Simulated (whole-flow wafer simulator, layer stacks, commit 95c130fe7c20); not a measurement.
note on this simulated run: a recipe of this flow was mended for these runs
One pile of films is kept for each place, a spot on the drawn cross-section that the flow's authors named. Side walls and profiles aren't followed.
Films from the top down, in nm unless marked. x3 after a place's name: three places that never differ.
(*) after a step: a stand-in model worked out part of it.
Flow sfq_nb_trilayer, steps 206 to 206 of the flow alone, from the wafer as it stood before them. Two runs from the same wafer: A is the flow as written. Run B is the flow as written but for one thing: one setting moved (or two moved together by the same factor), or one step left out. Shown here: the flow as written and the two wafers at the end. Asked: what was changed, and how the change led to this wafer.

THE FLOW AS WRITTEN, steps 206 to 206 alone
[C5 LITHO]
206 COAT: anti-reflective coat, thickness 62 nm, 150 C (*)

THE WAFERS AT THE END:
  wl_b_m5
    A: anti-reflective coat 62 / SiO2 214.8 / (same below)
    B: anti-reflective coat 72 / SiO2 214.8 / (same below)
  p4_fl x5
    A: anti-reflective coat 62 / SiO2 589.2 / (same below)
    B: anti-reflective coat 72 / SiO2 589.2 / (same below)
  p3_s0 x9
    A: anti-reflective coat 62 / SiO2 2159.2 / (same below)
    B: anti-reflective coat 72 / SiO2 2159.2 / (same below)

The cause: step 206, COAT: thickness 72 nm was run, where the flow has thickness 62 nm.
It can be read off the wafer: wl_b_m5 has anti-reflective coat 72, and step 206 as written asks for 62 nm.

How the change led to this, step by step:
  206 COAT: anti-reflective coat, thickness 62 nm, 150 C (*)
      p4_fl x5, p4_w1 x9, p3_s0 x9 and 41 more: A anti-reflective coat +62 (new film) | B anti-reflective coat +72 (new film)
      r5r_line_l, r5r_line_c, r5r_line_r: A anti-reflective coat +35.5 (new film) | B anti-reflective coat +45.5 (new film)
      (and at 39 more places)
